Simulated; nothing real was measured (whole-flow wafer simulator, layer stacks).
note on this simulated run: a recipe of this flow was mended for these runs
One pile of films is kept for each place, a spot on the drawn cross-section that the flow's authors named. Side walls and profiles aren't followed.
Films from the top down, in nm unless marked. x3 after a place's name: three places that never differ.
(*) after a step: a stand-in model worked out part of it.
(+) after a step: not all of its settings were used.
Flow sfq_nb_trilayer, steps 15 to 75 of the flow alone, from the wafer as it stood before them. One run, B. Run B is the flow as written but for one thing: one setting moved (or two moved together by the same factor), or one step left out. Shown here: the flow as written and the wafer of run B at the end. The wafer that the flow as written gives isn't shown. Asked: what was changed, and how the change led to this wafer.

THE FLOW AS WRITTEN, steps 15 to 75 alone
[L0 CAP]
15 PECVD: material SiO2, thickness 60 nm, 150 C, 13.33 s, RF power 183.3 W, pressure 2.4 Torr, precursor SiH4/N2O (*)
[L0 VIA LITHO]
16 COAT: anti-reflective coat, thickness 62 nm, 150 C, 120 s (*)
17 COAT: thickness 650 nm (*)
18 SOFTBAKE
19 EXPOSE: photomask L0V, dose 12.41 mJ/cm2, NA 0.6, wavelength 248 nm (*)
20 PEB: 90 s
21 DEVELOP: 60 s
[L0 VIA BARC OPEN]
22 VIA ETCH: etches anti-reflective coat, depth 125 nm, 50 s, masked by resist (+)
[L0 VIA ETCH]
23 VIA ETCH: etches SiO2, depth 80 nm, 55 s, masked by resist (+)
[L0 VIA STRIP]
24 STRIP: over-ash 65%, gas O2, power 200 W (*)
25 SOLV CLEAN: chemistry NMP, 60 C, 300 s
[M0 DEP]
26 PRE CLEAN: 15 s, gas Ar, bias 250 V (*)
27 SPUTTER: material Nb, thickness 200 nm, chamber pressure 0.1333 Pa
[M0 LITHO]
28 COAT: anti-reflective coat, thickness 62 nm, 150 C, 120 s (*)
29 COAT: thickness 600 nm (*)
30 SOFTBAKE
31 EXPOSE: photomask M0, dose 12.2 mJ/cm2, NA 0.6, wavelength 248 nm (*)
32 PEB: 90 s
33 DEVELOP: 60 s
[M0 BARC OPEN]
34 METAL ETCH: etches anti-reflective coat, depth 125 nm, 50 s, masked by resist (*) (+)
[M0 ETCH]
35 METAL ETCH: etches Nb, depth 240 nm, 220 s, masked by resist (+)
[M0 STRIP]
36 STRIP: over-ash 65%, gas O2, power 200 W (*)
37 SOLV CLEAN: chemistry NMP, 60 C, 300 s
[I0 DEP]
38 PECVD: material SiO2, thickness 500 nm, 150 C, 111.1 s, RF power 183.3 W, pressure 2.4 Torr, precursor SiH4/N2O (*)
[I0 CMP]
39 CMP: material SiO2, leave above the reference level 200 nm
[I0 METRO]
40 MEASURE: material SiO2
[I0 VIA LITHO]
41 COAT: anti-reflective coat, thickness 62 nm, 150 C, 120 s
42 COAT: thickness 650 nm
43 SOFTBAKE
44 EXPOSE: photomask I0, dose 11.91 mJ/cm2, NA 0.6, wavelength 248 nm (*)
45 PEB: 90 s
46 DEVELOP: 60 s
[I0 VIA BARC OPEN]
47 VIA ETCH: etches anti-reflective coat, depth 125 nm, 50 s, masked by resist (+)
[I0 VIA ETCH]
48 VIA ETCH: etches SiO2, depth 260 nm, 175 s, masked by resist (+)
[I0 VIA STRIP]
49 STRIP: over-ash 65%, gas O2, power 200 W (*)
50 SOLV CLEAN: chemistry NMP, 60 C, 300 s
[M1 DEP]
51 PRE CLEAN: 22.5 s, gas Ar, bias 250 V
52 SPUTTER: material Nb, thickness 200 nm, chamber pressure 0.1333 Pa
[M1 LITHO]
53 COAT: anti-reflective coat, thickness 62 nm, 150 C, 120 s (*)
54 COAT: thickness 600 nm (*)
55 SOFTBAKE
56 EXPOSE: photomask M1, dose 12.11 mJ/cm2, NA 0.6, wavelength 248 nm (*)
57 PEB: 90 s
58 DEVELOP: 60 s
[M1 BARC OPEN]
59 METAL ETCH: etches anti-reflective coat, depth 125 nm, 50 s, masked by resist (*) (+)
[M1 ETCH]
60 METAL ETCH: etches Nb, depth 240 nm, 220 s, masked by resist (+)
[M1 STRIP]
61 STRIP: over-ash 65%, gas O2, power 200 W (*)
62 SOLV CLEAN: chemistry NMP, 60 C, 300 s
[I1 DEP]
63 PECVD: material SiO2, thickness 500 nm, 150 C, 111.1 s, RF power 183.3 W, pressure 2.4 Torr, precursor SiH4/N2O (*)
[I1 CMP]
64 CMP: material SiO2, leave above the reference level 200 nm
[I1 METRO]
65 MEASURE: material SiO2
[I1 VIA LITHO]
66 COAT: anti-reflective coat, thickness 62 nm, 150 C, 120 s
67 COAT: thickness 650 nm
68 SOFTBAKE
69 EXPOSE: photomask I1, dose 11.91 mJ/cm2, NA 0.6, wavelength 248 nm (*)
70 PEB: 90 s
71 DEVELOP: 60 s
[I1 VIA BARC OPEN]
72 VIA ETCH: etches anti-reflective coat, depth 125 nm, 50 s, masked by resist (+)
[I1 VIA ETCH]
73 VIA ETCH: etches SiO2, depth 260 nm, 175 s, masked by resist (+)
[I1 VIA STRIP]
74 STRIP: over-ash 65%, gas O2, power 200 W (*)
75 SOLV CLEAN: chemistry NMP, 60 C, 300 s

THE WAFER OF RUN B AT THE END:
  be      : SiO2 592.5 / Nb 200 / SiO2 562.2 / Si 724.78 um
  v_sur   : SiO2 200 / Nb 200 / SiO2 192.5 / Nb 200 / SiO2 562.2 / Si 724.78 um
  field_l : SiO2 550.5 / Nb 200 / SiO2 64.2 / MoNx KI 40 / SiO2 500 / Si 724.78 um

The cause: step 15, PECVD: pressure 1.32 Torr was run, where the flow has pressure 2.4 Torr.

How the change led to this, step by step:
  15 PECVD: material SiO2, thickness 60 nm, 150 C, 13.33 s, RF power 183.3 W, pressure 2.4 Torr, precursor SiH4/N2O (*)
      v_sur, via_wl, via_w and 97 more: SiO2 +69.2 (as written it would be: SiO2 +60)
      field_l, l0_sur, l0v, l0r_line_l, l0r_line_c, l0r_line_r: SiO2 +69.2 (new film) (as written it would be: SiO2 +60 (new film))
  23 VIA ETCH: etches SiO2, depth 80 nm, 55 s, masked by resist (+)
      l0v: SiO2 -68.9 (all of it), MoNx KI -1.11 (as written it would be: SiO2 -59.7 (all of it), MoNx KI -2.03)
  28 COAT: anti-reflective coat, thickness 62 nm, 150 C, 120 s (*)
      l0_sur: anti-reflective coat +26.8 (new film) (as written it would be: anti-reflective coat +29.3 (new film))
      l0v: anti-reflective coat +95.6 (new film) (as written it would be: anti-reflective coat +92.5 (new film))
  36 STRIP: over-ash 65%, gas O2, power 200 W (*)
      l0_sur: KrF-resist-other-grade -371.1 (all of it), anti-reflective coat -26.8 (all of it) (as written it would be: KrF-resist-other-grade -370 (all of it), anti-reflective coat -29.3 (all of it))
      l0v: KrF-resist-other-grade -378.9 (all of it), anti-reflective coat -95.6 (all of it) (as written it would be: KrF-resist-other-grade -374.1 (all of it), anti-reflective coat -92.5 (all of it))
  39 CMP: material SiO2, leave above the reference level 200 nm
      l0v: SiO2 -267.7 (as written it would be: SiO2 -277.4)
